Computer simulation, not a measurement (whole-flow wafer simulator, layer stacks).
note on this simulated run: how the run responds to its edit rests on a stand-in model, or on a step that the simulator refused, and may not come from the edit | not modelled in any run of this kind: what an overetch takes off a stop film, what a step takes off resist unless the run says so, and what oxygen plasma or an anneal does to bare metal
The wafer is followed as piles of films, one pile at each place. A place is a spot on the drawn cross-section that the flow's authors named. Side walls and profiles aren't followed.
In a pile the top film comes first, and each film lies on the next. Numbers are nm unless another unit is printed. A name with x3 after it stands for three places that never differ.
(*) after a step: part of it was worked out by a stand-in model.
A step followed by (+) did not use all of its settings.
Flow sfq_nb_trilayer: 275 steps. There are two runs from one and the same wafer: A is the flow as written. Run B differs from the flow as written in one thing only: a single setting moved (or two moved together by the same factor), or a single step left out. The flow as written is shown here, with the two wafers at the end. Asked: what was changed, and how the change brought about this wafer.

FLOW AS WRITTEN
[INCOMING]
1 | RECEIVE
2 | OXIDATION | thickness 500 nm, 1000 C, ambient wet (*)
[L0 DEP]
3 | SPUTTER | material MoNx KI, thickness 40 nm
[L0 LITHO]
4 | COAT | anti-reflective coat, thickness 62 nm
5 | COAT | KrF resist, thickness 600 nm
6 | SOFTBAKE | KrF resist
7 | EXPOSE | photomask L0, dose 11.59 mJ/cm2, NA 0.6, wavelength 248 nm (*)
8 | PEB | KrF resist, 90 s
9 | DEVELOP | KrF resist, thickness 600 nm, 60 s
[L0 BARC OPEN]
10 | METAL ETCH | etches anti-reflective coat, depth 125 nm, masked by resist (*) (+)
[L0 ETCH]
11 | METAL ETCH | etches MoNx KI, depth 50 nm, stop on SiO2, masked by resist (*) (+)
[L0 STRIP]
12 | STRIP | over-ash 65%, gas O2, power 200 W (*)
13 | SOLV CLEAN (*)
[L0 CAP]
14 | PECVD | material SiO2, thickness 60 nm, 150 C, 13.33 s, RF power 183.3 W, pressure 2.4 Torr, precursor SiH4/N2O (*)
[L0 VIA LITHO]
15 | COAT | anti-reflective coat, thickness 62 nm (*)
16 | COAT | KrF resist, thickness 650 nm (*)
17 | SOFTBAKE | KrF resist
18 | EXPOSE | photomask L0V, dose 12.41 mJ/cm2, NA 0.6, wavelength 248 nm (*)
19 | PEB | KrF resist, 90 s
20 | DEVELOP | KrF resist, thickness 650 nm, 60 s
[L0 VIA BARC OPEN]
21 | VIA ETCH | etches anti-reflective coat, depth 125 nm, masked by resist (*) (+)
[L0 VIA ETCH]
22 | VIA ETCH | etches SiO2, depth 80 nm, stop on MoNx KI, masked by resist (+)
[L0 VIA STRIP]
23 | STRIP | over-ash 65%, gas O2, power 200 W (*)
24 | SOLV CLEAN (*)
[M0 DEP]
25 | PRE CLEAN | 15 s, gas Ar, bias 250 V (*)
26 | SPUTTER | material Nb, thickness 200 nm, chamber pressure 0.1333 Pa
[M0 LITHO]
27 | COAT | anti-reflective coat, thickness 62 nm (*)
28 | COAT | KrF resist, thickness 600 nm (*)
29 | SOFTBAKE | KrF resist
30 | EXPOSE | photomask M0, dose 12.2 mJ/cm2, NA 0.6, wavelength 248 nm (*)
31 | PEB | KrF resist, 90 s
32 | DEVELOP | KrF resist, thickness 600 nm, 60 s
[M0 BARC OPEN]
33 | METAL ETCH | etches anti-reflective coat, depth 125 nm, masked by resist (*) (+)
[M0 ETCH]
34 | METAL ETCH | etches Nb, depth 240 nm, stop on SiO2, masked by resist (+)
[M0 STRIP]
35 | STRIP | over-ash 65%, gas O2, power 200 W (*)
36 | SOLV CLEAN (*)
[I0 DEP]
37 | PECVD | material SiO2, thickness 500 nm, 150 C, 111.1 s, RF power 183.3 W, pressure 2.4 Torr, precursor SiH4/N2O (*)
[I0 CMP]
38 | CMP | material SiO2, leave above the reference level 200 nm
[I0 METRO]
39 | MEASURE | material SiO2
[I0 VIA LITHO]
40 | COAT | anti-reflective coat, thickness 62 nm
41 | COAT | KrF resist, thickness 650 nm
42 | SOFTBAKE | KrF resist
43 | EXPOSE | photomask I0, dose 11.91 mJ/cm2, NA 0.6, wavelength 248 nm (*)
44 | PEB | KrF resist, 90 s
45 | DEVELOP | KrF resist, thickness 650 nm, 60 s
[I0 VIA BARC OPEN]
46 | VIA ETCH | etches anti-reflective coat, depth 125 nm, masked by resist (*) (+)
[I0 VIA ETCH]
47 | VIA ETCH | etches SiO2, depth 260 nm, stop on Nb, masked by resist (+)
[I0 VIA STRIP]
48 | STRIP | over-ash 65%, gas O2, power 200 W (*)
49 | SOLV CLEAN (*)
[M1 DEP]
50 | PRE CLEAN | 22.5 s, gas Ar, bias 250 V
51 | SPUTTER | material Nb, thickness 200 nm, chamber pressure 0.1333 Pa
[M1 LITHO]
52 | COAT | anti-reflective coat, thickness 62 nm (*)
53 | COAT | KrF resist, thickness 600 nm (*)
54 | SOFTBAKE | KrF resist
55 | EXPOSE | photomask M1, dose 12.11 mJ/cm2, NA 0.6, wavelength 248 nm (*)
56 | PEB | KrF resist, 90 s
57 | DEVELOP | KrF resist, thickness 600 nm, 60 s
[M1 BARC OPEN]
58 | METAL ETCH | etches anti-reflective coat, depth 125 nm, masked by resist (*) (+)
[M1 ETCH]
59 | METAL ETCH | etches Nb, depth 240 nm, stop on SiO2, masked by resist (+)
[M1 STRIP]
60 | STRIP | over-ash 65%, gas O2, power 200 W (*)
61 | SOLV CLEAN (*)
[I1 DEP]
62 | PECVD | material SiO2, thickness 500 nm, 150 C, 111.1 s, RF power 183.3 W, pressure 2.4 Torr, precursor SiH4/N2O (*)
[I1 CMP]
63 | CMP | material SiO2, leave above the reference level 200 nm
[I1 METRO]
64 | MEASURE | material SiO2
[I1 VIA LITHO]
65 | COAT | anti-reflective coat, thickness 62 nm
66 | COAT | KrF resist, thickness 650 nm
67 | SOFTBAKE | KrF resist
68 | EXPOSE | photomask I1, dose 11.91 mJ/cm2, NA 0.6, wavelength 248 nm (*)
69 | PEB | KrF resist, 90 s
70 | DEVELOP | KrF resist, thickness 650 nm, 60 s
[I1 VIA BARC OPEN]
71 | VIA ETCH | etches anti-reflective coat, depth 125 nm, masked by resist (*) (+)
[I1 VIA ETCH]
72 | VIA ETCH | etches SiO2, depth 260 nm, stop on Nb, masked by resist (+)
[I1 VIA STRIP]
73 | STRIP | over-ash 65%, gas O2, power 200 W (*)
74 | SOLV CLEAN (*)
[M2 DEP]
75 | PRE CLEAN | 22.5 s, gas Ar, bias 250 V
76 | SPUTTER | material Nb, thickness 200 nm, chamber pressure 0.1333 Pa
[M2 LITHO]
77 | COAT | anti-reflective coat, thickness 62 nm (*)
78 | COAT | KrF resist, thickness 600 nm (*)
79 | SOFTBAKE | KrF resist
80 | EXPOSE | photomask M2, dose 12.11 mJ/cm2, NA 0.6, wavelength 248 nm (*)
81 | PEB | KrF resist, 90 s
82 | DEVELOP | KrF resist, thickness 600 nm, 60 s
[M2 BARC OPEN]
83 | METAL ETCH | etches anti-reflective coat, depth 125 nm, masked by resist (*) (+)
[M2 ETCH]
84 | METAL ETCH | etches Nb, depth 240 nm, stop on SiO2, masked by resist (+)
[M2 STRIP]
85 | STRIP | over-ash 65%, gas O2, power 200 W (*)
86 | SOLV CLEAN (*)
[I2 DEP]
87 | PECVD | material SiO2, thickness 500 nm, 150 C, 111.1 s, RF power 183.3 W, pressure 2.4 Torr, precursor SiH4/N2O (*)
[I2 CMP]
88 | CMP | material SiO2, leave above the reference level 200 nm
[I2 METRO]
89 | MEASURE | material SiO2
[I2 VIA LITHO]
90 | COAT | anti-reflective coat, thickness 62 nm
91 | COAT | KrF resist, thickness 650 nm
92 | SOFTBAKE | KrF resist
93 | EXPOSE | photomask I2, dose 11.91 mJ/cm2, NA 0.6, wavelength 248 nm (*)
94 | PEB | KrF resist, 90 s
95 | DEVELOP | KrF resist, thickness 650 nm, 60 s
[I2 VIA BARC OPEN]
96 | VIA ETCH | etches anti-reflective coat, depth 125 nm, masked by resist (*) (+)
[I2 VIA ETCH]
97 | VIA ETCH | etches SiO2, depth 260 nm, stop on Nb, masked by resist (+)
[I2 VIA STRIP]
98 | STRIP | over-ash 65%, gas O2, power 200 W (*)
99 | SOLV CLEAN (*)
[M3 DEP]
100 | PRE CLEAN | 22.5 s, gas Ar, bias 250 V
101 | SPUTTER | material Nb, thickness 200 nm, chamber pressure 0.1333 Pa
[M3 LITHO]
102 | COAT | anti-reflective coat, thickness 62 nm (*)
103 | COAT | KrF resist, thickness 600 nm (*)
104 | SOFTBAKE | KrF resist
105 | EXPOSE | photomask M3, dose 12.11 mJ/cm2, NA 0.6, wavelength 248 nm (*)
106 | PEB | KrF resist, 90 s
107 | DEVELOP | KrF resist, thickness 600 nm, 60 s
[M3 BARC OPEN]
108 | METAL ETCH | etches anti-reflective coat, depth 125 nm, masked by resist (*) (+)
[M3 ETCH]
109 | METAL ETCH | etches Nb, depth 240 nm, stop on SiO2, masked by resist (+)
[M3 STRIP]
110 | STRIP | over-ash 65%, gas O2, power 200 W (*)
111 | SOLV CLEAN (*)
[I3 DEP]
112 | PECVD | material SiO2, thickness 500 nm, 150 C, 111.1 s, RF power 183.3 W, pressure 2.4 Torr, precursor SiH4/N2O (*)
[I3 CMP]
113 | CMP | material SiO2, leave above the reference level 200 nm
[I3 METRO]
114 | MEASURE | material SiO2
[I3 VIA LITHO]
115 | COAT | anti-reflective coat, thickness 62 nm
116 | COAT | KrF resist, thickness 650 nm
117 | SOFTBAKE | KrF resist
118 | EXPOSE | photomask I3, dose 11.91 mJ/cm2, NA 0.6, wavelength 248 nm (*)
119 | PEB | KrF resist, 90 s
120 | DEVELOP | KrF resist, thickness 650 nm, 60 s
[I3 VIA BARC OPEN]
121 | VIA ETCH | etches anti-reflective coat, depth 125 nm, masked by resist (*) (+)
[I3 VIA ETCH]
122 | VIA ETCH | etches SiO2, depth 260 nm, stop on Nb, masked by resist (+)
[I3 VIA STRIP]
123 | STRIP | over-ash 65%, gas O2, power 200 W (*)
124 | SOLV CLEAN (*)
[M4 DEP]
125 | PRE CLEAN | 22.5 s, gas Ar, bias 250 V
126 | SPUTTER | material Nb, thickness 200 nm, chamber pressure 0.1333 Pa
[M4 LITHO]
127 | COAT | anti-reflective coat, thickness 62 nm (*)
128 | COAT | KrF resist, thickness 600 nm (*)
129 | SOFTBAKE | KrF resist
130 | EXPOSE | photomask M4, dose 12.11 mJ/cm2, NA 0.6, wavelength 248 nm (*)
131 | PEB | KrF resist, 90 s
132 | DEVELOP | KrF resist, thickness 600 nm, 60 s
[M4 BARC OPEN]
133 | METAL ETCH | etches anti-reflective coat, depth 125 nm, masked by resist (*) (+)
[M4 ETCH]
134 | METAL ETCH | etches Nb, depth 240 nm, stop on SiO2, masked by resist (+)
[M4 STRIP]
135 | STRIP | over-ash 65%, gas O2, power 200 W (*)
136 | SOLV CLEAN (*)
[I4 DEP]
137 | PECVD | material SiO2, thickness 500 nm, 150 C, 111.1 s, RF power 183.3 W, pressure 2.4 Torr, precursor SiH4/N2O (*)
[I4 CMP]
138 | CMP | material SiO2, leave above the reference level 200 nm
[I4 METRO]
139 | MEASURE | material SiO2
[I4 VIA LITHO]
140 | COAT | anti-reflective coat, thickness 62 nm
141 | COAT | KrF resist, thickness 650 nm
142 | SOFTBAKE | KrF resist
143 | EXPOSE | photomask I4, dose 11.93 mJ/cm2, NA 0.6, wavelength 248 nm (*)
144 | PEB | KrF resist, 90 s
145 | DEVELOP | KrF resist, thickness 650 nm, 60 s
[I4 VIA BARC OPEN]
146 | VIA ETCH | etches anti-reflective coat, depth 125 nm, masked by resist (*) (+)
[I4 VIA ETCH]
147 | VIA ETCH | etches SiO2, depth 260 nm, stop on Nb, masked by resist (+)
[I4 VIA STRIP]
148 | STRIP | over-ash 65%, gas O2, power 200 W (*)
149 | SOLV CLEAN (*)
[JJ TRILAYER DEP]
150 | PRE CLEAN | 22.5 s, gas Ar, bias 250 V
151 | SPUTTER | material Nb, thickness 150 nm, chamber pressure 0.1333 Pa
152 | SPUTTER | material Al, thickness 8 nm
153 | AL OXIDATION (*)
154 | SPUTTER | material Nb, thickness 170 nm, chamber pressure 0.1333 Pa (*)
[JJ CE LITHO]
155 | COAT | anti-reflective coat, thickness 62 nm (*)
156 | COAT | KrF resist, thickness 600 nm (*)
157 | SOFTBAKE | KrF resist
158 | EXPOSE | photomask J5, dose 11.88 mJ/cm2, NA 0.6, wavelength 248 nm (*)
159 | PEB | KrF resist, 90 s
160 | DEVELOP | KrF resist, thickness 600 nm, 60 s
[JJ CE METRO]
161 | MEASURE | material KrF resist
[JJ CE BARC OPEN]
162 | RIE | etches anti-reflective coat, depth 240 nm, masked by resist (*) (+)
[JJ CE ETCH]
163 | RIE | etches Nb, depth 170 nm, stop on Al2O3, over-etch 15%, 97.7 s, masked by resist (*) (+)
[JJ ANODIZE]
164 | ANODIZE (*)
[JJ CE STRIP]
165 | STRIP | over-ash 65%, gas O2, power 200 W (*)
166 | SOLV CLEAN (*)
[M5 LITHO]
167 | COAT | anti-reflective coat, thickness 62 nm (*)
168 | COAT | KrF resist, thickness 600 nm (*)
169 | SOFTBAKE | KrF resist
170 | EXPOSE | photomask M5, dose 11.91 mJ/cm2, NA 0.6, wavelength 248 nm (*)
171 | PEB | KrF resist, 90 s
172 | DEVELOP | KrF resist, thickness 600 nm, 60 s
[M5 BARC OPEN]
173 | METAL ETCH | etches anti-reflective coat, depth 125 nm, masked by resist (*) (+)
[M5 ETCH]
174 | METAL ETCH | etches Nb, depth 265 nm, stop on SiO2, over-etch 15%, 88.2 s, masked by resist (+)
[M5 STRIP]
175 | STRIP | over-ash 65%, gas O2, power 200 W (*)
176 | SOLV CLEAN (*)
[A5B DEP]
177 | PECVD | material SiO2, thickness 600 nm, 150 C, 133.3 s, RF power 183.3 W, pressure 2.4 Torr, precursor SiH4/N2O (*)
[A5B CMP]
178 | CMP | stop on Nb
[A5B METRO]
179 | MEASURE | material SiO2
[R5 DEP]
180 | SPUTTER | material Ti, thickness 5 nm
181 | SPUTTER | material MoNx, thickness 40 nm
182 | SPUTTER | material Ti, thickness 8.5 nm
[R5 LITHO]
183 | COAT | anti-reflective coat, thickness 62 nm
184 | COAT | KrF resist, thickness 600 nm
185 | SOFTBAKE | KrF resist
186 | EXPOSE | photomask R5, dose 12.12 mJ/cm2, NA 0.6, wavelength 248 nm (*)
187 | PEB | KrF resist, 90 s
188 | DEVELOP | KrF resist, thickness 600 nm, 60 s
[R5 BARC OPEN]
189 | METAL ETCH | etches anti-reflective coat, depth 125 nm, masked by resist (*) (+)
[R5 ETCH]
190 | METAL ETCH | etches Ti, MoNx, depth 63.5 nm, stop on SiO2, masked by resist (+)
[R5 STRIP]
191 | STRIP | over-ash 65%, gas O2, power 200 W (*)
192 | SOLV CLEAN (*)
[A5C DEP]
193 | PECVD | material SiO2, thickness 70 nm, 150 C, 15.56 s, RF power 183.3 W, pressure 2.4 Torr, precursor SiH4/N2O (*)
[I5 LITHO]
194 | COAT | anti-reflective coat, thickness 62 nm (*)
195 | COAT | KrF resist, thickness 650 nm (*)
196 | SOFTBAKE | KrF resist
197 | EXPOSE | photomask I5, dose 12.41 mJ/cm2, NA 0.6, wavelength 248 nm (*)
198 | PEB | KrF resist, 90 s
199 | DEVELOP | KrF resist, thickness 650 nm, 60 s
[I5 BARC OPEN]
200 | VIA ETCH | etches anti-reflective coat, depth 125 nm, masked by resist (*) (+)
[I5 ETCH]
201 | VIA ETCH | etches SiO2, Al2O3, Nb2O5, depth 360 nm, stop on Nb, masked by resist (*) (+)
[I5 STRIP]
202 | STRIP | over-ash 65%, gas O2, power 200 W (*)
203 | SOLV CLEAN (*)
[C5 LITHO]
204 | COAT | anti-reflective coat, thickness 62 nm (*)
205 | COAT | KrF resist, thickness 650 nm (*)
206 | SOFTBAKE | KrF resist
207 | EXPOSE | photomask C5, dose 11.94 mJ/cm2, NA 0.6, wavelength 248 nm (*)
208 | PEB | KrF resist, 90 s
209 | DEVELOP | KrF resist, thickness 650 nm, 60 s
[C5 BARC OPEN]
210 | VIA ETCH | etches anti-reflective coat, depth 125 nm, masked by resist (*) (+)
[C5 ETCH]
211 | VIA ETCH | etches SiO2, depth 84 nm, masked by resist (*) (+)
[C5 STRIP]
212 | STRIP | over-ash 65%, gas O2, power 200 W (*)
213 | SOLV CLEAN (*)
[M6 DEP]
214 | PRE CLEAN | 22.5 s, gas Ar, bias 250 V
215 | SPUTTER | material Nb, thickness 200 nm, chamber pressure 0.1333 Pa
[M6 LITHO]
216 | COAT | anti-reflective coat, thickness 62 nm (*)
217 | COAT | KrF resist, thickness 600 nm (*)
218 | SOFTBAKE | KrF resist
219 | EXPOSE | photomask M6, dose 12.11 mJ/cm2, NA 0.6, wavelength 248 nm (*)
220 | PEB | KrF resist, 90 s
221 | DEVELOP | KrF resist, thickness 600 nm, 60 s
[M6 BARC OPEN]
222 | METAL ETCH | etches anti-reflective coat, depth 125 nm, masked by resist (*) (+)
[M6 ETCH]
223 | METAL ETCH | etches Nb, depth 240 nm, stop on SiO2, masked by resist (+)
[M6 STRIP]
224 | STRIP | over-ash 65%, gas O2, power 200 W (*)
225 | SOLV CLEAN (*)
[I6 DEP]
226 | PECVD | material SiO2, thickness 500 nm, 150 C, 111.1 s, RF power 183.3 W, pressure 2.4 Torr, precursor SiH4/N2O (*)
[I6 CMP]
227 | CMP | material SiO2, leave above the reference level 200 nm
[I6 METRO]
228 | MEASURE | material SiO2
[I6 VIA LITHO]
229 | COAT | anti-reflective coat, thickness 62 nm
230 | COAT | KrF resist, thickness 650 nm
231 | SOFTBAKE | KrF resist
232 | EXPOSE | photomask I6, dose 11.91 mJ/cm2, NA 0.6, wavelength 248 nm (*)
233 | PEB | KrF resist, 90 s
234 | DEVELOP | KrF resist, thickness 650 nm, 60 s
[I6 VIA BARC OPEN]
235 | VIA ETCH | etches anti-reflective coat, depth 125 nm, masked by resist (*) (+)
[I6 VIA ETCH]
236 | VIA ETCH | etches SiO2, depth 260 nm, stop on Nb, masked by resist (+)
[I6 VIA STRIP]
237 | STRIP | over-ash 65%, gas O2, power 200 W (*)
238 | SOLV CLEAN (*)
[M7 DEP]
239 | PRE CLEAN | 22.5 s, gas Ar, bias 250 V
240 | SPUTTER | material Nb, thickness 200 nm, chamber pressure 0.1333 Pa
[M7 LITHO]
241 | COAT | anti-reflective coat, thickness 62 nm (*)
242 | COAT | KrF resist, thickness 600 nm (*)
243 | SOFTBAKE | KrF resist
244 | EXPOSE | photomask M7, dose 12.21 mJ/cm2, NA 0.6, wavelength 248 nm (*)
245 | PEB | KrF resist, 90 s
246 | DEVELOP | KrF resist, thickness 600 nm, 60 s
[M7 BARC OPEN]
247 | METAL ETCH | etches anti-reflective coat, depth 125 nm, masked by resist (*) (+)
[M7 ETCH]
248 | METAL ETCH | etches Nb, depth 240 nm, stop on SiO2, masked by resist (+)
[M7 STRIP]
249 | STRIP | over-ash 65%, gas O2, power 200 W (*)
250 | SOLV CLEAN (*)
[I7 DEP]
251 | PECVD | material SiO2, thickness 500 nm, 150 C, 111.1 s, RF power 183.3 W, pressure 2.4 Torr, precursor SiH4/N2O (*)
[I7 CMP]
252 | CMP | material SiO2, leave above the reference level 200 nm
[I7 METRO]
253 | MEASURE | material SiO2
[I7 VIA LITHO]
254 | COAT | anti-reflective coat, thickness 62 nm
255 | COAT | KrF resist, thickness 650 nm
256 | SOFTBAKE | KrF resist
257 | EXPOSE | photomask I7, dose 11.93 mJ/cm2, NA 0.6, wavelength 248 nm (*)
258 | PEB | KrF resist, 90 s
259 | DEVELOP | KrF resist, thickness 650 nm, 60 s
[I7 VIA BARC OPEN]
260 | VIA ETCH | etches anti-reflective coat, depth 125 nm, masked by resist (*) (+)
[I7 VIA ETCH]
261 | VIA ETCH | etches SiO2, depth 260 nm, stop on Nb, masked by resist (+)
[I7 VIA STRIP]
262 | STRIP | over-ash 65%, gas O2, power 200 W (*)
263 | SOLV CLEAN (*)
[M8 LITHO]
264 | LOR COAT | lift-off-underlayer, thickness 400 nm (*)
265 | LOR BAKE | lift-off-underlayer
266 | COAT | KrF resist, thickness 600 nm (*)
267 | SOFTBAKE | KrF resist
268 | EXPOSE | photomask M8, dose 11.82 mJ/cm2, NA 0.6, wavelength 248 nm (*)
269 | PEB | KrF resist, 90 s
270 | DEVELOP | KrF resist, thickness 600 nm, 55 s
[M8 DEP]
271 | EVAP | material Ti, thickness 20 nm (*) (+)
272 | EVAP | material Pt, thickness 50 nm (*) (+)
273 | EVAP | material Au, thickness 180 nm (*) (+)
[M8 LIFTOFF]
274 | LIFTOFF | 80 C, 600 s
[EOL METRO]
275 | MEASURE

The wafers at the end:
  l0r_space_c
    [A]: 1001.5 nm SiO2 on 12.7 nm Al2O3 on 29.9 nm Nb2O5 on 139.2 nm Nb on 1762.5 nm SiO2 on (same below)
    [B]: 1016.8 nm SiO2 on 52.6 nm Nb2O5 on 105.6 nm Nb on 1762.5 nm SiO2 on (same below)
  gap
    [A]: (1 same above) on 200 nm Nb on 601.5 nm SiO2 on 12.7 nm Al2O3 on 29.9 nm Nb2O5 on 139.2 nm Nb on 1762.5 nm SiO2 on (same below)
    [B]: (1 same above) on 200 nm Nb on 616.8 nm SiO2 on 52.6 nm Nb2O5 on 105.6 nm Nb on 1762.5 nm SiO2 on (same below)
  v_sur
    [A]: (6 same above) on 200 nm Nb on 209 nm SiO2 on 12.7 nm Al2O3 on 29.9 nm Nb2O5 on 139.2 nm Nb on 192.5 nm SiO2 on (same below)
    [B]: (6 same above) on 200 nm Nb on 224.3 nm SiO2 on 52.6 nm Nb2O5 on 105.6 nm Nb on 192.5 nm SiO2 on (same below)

Cause: step 152, SPUTTER: material Al, thickness 8 nm, was omitted.

Step by step, how the change led to this:
  153 | AL OXIDATION (*)
      field_l, v_sur, via_wl and 103 more: A Al2O3 gains 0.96 (new film), Al loses 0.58 | B nothing
  154 | SPUTTER | material Nb, thickness 170 nm, chamber pressure 0.1333 Pa (*)
      field_l, v_sur, via_sp and 100 more: A Nb gains 170 (new film) | B Nb gains 170
      via_wl, via_wr: A Nb gains 140.7 (new film) | B Nb gains 141.5
      (also at 1 further place)
  155 | COAT | anti-reflective coat, thickness 62 nm (*)
      via_wl, via_wr: A anti-reflective coat gains 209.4 (new film) | B anti-reflective coat gains 200.5 (new film)
      via_w: A anti-reflective coat gains 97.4 (new film) | B anti-reflective coat gains 94.8 (new film)
  162 | RIE | etches anti-reflective coat, depth 240 nm, masked by resist (*) (+)
      ce_l, c5j, ce_r, wl_jj: A KrF resist loses 209.4 | B KrF resist loses 200.5
      via_wl, via_wr: A anti-reflective coat loses 209.4 (all of it) | B anti-reflective coat loses 200.5 (all of it)
      (also at 1 further place)
  163 | RIE | etches Nb, depth 170 nm, stop on Al2O3, over-etch 15%, 97.7 s, masked by resist (*) (+)
      field_l, v_sur, via_sp and 96 more: A Nb loses 170 (all of it), Al2O3 loses 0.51 | B Nb loses 195.5
      via_wl, via_wr: A Nb loses 140.7 (all of it), Al2O3 loses 0.96 (all of it) | B Nb loses 195.5
      (also at 1 further place)
  164 | ANODIZE (*)
      field_l, v_sur, via_sp and 96 more: A Al2O3 gains 12.2, Nb2O5 gains 29.9 (new film), Al loses 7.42 (all of it), Nb loses 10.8 | B Nb2O5 gains 52.6 (new film), Nb loses 18.9
      via_wl, via_wr: A Al2O3 gains 7.52 (new film), Nb2O5 gains 39.2 (new film), Al loses 4.56 (all of it), Nb loses 14.1 | B Nb2O5 gains 52.6 (new film), Nb loses 18.9
      (also at 1 further place)
  165 | STRIP | over-ash 65%, gas O2, power 200 W (*)
      ce_l: A KrF resist loses 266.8 (all of it), anti-reflective coat loses 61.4 (all of it) | B KrF resist loses 275.6 (all of it), anti-reflective coat loses 61.4 (all of it)
      c5j: A KrF resist loses 266.9 (all of it), anti-reflective coat loses 61.5 (all of it) | B KrF resist loses 275.7 (all of it), anti-reflective coat loses 61.5 (all of it)
      (also at 2 further places)
  167 | COAT | anti-reflective coat, thickness 62 nm (*)
      wl_j_sl, wl_j_sr: A anti-reflective coat gains 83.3 (new film) | B anti-reflective coat gains 85.4 (new film)
      v_sur: A anti-reflective coat gains 44.9 (new film) | B anti-reflective coat gains 42.5 (new film)
      (also at 8 further places)
  168 | COAT | KrF resist, thickness 600 nm (*)
      via_w: A KrF resist gains 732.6 (new film) | B KrF resist gains 753.8 (new film)
  174 | METAL ETCH | etches Nb, depth 265 nm, stop on SiO2, over-etch 15%, 88.2 s, masked by resist (+)
      field_l, r_sur, res and 50 more: A Al2O3 loses 12.6 (all of it), Nb2O5 loses 29.9 (all of it), Nb loses 139.2 (all of it), SiO2 loses 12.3 | B Nb2O5 loses 52.6 (all of it), Nb loses 105.6 (all of it), SiO2 loses 14.7
  175 | STRIP | over-ash 65%, gas O2, power 200 W (*)
      v_sur: A KrF resist loses 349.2 (all of it), anti-reflective coat loses 44.9 (all of it) | B KrF resist loses 345.3 (all of it), anti-reflective coat loses 42.5 (all of it)
      via_wl: A KrF resist loses 427 (all of it), anti-reflective coat loses 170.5 (all of it) | B KrF resist loses 436.6 (all of it), anti-reflective coat loses 181.6 (all of it)
      (also at 9 further places)
  178 | CMP | stop on Nb
      v_sur, via_sp, via_v and 43 more: A SiO2 loses 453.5 | B SiO2 loses 438.2
      field_l, p4_fl, p4_fm and 39 more: A SiO2 loses 259.3 | B SiO2 loses 265.3
      (also at 14 further places)
  201 | VIA ETCH | etches SiO2, Al2O3, Nb2O5, depth 360 nm, stop on Nb, masked by resist (*) (+)
      be: A SiO2 loses 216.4 (all of it), Al2O3 loses 12.7 (all of it), Nb2O5 loses 29.9 (all of it) | B SiO2 loses 231.6 (all of it), Nb2O5 loses 52.6 (all of it)
  204 | COAT | anti-reflective coat, thickness 62 nm (*)
      be: A anti-reflective coat gains 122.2 (new film) | B anti-reflective coat gains 125.9 (new film)
  205 | COAT | KrF resist, thickness 650 nm (*)
      be: A KrF resist gains 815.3 (new film) | B KrF resist gains 833.4 (new film)
  212 | STRIP | over-ash 65%, gas O2, power 200 W (*)
      be: A KrF resist loses 728.2 (all of it), anti-reflective coat loses 122.2 (all of it) | B KrF resist loses 746.2 (all of it), anti-reflective coat loses 125.9 (all of it)
  ... 4 further steps ...
  226 | PECVD | material SiO2, thickness 500 nm, 150 C, 111.1 s, RF power 183.3 W, pressure 2.4 Torr, precursor SiH4/N2O (*)
      be: A SiO2 gains 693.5 (new film) | B SiO2 gains 724.4 (new film)
